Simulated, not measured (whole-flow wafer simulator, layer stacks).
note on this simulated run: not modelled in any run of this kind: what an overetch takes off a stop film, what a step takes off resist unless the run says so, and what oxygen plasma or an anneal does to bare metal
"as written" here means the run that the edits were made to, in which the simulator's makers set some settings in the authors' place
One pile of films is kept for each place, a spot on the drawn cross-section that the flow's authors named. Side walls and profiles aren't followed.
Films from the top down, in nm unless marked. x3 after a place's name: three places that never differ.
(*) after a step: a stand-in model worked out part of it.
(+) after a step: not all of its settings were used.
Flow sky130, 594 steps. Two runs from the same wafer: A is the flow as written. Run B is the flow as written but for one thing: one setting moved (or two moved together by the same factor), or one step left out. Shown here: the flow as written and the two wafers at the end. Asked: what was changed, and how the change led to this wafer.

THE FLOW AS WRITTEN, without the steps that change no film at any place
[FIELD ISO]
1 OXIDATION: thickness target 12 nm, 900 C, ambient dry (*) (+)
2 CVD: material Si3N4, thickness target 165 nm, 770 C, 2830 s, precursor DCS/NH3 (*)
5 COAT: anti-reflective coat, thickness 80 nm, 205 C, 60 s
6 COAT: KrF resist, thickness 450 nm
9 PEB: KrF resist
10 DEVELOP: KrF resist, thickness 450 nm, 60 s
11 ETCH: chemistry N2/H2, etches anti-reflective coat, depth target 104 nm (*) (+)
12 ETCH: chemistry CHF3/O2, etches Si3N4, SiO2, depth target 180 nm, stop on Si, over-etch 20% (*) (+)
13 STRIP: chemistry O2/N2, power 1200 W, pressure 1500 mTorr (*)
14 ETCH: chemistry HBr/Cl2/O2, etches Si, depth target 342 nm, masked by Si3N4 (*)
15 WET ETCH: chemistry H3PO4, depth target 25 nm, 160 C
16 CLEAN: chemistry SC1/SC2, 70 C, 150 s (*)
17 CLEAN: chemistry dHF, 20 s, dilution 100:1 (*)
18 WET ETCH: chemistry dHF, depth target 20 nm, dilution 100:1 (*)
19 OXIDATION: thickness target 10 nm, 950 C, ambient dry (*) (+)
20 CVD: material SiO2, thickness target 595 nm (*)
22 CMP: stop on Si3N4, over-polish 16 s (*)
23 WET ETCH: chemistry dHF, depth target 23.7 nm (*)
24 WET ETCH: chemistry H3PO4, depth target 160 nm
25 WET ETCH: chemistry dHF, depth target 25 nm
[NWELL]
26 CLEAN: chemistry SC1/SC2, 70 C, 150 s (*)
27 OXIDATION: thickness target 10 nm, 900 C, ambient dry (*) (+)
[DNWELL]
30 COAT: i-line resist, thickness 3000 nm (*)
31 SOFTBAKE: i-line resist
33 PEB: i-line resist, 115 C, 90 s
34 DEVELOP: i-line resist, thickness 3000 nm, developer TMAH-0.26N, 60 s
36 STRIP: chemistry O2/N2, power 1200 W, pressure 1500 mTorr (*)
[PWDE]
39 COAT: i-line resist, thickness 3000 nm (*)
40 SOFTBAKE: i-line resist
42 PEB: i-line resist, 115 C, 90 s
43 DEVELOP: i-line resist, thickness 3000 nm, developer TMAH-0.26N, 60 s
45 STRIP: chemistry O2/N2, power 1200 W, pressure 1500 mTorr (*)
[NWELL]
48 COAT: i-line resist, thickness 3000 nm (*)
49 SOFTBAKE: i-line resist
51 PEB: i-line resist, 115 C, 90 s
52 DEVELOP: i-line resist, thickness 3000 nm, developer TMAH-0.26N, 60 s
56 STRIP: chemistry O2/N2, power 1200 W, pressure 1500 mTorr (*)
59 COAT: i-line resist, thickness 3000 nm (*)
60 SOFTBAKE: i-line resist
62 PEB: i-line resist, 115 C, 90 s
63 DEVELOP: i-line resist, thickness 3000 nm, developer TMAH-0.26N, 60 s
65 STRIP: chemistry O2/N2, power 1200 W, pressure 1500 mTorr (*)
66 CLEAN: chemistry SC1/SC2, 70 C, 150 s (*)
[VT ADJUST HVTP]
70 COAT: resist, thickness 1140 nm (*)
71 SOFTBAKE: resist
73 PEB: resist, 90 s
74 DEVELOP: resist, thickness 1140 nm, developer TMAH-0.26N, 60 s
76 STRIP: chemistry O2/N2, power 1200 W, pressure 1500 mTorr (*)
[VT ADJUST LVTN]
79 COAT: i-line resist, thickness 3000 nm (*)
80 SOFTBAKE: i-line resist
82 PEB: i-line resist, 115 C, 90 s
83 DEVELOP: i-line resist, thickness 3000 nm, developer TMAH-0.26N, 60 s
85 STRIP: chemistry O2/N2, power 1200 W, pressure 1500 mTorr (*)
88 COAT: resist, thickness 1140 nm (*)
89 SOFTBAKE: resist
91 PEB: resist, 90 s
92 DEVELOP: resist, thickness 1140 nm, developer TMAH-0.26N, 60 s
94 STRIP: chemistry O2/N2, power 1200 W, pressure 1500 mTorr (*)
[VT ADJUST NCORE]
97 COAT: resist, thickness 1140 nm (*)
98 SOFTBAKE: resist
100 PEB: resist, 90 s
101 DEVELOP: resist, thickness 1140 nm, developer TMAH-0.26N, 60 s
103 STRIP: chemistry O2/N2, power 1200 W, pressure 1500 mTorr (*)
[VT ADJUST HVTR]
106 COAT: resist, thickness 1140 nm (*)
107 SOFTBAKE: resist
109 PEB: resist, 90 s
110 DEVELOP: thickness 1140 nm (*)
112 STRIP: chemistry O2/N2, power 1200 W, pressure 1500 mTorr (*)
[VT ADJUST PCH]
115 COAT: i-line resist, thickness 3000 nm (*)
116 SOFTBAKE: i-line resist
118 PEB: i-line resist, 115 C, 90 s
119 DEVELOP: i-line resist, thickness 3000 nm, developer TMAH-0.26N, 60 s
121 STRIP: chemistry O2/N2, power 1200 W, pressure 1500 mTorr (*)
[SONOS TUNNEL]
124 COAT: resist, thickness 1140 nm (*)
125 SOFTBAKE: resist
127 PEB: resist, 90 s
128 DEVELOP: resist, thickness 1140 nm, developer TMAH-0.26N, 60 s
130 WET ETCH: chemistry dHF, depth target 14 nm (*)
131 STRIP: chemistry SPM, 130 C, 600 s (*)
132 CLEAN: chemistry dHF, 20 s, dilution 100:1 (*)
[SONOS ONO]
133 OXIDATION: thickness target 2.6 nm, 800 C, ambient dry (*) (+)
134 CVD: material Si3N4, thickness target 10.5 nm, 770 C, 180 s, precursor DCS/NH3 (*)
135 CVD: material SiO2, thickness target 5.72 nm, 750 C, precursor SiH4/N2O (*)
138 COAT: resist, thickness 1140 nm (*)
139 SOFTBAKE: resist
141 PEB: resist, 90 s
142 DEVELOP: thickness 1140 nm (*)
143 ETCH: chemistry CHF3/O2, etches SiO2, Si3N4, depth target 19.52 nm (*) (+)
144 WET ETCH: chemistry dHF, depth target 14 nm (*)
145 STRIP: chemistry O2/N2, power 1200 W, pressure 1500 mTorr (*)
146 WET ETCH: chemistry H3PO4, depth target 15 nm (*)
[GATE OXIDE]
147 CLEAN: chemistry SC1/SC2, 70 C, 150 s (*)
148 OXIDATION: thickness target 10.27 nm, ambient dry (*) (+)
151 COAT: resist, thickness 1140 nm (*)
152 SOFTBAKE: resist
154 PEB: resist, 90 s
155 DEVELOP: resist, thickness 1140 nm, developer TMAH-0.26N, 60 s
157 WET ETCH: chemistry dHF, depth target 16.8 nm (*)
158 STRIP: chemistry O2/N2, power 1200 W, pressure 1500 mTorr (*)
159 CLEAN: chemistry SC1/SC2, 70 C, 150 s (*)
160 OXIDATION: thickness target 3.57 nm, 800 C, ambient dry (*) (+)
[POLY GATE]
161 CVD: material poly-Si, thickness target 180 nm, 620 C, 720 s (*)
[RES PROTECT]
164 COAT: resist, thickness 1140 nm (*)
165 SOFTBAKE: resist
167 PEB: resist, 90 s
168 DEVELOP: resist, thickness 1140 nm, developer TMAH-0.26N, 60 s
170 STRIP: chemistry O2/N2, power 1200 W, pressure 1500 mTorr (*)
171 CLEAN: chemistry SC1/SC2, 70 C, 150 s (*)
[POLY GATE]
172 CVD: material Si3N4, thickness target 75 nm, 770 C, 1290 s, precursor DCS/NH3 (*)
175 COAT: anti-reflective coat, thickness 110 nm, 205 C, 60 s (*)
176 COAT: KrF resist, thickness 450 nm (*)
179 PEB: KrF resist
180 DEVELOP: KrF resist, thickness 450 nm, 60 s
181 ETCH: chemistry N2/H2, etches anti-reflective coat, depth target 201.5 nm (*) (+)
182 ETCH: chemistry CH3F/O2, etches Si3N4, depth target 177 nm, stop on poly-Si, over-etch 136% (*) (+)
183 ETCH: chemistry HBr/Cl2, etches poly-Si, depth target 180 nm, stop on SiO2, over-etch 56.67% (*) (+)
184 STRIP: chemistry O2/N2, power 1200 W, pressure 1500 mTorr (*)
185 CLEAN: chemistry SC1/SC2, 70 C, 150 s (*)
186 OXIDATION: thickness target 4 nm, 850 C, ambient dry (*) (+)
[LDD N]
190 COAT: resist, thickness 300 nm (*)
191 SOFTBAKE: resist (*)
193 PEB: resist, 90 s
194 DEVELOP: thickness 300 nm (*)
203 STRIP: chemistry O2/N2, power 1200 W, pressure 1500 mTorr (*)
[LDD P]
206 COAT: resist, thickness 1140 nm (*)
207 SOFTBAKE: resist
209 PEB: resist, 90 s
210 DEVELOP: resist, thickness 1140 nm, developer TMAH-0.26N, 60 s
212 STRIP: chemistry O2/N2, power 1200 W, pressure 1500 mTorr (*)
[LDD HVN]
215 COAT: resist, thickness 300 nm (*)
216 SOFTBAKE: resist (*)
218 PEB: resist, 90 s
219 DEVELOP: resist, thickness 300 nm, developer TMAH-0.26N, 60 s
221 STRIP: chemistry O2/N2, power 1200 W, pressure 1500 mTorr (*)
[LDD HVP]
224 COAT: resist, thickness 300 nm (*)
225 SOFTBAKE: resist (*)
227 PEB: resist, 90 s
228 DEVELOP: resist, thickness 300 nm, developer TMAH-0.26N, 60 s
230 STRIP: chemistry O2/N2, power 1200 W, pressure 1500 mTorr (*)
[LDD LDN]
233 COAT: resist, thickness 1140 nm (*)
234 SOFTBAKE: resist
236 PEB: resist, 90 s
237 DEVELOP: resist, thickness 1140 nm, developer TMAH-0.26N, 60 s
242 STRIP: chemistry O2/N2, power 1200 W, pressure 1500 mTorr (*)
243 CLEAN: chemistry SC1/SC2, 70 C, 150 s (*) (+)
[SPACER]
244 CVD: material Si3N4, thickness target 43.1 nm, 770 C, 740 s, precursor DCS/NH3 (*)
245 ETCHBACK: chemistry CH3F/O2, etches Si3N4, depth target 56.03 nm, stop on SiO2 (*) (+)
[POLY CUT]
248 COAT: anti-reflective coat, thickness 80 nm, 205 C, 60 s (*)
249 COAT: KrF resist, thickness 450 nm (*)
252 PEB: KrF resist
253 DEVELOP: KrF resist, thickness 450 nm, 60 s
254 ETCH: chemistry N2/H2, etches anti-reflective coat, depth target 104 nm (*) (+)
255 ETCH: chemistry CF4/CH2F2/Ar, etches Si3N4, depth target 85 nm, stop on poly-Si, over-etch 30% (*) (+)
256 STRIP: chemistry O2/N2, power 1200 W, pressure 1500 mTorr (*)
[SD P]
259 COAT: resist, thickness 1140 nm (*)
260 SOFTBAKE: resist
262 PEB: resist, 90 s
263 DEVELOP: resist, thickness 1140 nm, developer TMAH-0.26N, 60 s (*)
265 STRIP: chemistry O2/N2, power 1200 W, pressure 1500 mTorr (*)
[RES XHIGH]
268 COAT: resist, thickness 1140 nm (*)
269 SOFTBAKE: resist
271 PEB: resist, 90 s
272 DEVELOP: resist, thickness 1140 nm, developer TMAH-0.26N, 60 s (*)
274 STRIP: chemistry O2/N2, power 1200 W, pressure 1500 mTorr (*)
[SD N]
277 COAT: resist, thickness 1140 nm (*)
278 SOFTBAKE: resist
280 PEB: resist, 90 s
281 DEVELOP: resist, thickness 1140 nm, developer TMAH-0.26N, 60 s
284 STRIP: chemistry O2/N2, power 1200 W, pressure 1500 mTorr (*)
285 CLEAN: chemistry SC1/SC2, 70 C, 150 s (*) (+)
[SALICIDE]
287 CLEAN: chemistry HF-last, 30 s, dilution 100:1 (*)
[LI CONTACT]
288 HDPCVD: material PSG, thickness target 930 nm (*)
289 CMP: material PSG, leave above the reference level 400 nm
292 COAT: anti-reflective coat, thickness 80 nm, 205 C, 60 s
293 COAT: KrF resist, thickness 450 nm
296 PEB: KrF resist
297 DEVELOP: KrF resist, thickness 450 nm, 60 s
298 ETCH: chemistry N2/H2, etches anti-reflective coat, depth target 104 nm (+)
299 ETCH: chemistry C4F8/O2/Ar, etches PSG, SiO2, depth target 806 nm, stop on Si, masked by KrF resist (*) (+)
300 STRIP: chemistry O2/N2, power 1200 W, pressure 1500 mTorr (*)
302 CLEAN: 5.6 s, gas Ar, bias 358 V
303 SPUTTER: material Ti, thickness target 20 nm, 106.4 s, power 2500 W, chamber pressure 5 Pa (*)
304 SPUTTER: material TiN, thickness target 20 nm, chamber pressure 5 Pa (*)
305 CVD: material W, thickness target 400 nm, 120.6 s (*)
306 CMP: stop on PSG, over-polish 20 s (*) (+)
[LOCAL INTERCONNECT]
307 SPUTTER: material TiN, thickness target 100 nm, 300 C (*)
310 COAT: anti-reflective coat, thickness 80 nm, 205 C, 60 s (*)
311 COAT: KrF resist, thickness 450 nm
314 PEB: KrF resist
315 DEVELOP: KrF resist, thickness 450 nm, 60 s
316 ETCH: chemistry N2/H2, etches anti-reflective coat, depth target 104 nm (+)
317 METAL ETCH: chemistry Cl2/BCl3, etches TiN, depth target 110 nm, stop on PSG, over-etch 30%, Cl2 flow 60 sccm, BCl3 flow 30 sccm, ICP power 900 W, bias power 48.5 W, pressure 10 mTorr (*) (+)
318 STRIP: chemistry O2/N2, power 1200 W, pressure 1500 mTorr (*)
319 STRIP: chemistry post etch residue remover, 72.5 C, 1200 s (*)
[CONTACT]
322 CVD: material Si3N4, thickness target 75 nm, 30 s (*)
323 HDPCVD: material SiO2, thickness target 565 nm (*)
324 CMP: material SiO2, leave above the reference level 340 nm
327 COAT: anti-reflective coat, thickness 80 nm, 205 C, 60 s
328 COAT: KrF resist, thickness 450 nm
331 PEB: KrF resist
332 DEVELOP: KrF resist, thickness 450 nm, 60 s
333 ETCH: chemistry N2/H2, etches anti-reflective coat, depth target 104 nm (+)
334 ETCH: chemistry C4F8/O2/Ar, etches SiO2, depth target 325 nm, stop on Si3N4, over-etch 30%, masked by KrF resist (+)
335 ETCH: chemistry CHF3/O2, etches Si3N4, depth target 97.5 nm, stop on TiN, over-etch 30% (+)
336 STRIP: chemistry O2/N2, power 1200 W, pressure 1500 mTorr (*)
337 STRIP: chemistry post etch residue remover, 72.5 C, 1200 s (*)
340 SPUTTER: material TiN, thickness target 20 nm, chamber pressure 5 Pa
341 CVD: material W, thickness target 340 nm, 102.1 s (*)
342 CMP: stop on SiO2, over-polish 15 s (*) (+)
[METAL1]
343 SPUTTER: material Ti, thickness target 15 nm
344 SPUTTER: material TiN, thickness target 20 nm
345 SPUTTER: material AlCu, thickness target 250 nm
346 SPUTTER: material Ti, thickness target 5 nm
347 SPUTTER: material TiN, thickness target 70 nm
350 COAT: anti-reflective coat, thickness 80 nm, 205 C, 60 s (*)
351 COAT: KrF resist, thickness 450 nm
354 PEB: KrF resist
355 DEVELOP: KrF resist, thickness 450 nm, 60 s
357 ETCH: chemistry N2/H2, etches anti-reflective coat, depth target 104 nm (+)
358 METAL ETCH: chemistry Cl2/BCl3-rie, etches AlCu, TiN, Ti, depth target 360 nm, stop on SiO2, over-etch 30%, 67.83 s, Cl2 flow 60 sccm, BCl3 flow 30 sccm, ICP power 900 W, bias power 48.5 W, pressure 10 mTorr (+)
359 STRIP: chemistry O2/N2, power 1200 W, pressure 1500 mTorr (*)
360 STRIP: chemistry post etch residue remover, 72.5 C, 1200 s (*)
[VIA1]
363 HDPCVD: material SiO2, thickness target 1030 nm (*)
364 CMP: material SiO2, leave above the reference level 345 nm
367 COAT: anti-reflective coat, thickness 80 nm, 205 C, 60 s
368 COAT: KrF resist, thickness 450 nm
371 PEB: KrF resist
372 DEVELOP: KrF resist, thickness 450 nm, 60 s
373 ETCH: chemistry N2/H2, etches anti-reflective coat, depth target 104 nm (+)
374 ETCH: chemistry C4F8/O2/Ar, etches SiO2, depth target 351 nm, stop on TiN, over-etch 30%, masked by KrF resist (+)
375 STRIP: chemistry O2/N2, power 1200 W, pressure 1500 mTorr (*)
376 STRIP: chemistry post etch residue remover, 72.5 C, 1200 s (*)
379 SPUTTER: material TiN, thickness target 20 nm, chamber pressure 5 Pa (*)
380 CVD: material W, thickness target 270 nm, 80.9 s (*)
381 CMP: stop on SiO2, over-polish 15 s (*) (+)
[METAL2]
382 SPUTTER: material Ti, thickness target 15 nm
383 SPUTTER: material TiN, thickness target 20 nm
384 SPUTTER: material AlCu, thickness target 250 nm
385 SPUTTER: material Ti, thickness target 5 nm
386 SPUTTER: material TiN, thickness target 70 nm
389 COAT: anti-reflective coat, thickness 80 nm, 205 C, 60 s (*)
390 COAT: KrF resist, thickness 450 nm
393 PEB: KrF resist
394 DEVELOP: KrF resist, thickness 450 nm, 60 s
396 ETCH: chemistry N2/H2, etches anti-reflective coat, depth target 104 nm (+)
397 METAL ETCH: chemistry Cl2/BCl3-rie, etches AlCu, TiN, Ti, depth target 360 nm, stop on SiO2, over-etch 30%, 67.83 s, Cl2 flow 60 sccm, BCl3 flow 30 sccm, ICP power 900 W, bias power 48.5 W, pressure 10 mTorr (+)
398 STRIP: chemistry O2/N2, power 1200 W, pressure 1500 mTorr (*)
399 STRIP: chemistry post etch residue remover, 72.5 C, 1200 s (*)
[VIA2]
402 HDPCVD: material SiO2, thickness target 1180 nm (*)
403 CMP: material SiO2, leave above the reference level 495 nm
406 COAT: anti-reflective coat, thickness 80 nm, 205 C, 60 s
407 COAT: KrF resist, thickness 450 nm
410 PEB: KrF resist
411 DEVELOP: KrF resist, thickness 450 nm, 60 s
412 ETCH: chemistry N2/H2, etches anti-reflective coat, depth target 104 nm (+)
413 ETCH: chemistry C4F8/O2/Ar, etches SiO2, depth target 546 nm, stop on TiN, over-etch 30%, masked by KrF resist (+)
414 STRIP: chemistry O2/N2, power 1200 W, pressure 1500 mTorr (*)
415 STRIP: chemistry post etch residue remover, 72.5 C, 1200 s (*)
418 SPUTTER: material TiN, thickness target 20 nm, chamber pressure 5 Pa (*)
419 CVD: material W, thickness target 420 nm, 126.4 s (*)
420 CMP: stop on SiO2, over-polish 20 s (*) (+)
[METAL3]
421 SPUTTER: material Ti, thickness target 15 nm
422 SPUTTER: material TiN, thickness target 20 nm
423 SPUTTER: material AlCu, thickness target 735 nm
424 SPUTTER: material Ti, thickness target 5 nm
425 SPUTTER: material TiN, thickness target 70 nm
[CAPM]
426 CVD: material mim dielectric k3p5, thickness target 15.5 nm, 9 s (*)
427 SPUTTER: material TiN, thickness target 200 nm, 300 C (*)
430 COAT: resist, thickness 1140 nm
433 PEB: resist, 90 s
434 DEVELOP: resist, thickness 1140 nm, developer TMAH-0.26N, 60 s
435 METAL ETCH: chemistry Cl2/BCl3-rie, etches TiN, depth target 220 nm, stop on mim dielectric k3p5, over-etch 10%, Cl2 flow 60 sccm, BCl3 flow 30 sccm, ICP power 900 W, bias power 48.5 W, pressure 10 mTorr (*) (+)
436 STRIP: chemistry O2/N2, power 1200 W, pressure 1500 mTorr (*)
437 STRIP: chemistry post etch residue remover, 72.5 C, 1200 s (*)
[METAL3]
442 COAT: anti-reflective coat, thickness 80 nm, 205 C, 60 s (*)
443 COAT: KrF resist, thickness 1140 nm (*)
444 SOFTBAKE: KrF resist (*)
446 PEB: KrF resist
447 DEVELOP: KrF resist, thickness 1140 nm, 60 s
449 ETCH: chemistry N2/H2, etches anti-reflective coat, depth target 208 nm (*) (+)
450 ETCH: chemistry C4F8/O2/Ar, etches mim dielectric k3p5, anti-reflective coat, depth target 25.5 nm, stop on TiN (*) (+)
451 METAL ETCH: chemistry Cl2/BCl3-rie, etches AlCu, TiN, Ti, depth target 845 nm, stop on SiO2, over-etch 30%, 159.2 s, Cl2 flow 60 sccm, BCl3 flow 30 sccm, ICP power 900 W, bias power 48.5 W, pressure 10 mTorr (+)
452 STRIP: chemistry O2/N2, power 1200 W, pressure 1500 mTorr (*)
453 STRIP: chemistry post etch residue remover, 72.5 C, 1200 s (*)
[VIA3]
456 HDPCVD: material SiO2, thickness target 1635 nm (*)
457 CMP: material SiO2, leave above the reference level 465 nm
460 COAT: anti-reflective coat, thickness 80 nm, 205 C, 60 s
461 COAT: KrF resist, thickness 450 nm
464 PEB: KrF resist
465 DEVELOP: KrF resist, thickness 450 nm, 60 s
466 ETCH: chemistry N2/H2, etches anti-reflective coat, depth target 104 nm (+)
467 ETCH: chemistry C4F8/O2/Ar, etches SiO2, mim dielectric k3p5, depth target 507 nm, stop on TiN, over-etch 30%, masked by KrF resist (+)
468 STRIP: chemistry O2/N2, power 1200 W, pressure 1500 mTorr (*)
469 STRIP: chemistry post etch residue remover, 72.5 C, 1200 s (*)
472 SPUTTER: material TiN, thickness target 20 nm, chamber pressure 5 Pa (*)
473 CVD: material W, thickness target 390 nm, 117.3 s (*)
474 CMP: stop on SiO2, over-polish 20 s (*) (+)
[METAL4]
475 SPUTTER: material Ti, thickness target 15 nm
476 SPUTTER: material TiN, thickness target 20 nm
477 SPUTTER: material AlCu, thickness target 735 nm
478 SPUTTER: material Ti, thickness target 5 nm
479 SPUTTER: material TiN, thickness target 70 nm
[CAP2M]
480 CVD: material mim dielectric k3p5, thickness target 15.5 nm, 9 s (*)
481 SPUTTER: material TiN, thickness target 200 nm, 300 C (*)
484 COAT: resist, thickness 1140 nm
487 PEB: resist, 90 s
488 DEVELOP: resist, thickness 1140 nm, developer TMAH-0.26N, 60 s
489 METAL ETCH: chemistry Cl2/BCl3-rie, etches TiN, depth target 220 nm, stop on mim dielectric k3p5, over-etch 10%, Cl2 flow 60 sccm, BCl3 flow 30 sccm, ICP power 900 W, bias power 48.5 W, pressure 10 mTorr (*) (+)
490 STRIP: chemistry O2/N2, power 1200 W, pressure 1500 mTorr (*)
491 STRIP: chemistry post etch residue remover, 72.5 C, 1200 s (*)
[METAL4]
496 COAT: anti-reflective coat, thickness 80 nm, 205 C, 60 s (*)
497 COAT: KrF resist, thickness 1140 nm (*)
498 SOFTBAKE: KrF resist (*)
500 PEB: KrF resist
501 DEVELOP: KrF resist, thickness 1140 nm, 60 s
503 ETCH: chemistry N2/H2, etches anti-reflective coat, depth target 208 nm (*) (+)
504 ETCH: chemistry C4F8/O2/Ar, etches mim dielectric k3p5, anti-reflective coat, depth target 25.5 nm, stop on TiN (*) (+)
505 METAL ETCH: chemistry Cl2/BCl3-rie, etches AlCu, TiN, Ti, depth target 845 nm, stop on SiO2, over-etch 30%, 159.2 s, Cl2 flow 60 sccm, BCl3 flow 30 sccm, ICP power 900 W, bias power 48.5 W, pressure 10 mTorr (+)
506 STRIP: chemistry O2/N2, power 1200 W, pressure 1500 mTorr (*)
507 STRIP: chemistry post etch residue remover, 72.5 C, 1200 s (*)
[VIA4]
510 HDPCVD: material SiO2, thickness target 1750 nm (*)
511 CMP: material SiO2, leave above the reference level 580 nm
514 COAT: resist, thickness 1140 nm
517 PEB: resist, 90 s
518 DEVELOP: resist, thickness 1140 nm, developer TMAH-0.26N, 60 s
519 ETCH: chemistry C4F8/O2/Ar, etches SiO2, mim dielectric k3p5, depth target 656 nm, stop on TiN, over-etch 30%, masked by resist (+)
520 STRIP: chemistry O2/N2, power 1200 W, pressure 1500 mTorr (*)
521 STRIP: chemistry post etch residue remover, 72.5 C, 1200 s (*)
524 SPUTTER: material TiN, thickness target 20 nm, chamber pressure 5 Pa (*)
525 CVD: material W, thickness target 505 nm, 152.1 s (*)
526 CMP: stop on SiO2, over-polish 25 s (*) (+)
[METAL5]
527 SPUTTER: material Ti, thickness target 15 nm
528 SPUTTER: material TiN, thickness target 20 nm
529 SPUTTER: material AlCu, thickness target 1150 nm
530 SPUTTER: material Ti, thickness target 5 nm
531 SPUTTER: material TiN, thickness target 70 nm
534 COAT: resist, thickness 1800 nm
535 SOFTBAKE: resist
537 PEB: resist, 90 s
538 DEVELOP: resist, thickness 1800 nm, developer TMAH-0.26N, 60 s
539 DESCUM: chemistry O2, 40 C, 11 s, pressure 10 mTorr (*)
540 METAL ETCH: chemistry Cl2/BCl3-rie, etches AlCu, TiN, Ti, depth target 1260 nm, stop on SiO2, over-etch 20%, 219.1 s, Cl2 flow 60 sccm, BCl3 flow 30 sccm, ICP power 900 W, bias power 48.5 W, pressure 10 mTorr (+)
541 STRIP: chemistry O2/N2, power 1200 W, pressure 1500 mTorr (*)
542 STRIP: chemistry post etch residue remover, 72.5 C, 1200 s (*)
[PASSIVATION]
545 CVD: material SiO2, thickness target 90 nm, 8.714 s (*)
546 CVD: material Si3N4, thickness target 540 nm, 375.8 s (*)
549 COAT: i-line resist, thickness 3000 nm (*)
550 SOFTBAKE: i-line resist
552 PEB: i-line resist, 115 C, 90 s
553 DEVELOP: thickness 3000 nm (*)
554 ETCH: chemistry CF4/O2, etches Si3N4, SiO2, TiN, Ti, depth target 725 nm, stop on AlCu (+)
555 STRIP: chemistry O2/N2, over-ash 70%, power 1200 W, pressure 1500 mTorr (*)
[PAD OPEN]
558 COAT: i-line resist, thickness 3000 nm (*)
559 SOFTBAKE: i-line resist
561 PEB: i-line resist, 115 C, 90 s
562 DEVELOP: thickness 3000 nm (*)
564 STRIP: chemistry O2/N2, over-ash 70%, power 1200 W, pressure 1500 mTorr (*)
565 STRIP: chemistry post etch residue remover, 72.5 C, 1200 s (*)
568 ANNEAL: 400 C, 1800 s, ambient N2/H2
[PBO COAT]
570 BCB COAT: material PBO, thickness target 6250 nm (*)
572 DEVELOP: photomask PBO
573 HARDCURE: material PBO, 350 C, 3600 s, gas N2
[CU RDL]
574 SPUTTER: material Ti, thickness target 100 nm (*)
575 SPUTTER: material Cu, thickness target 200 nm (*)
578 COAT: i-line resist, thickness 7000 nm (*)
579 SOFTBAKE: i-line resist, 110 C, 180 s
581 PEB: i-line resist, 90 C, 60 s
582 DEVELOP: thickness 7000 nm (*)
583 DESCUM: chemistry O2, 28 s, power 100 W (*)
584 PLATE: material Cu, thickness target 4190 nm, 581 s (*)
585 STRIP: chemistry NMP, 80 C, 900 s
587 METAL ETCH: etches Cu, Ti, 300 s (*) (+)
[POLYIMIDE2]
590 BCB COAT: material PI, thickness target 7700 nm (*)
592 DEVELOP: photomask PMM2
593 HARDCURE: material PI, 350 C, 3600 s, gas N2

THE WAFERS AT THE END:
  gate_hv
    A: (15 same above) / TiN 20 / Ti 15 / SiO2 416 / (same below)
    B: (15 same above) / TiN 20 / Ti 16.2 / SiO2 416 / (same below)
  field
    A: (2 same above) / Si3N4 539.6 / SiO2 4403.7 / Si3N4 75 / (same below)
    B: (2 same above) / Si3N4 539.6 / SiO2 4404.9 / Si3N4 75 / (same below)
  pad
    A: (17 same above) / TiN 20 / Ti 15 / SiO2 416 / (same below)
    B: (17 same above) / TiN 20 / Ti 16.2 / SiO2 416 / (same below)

The cause: step 421, SPUTTER: thickness target 16.2 nm was run, where the flow has thickness target 15 nm.
It can be read off the wafer: gate_hv has Ti 16.2, and step 421 as written asks for 15 nm.

How the change led to this, step by step:
  421 SPUTTER: material Ti, thickness target 15 nm
      field, active, n_well and 188 more: A Ti +15 (new film) | B Ti +16.2 (new film)
  451 METAL ETCH: chemistry Cl2/BCl3-rie, etches AlCu, TiN, Ti, depth target 845 nm, stop on SiO2, over-etch 30%, 159.2 s, Cl2 flow 60 sccm, BCl3 flow 30 sccm, ICP power 900 W, bias power 48.5 W, pressure 10 mTorr (+)
      field, active, gate and 69 more: A TiN -70 (all of it), Ti -5 (all of it), AlCu -735 (all of it), TiN -20 (all of it), Ti -15 (all of it), SiO2 -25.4 | B TiN -70 (all of it), Ti -5 (all of it), AlCu -735 (all of it), TiN -20 (all of it), Ti -16.2 (all of it), SiO2 -25.2
      vpp_ln, vpp_iso2, ndiff_ln and 10 more: A TiN -70 (all of it), Ti -5 (all of it), AlCu -735 (all of it), TiN -20 (all of it), Ti -15 (all of it), SiO2 -25.3 | B TiN -70 (all of it), Ti -5 (all of it), AlCu -735 (all of it), TiN -20 (all of it), Ti -16.2 (all of it), SiO2 -25.2
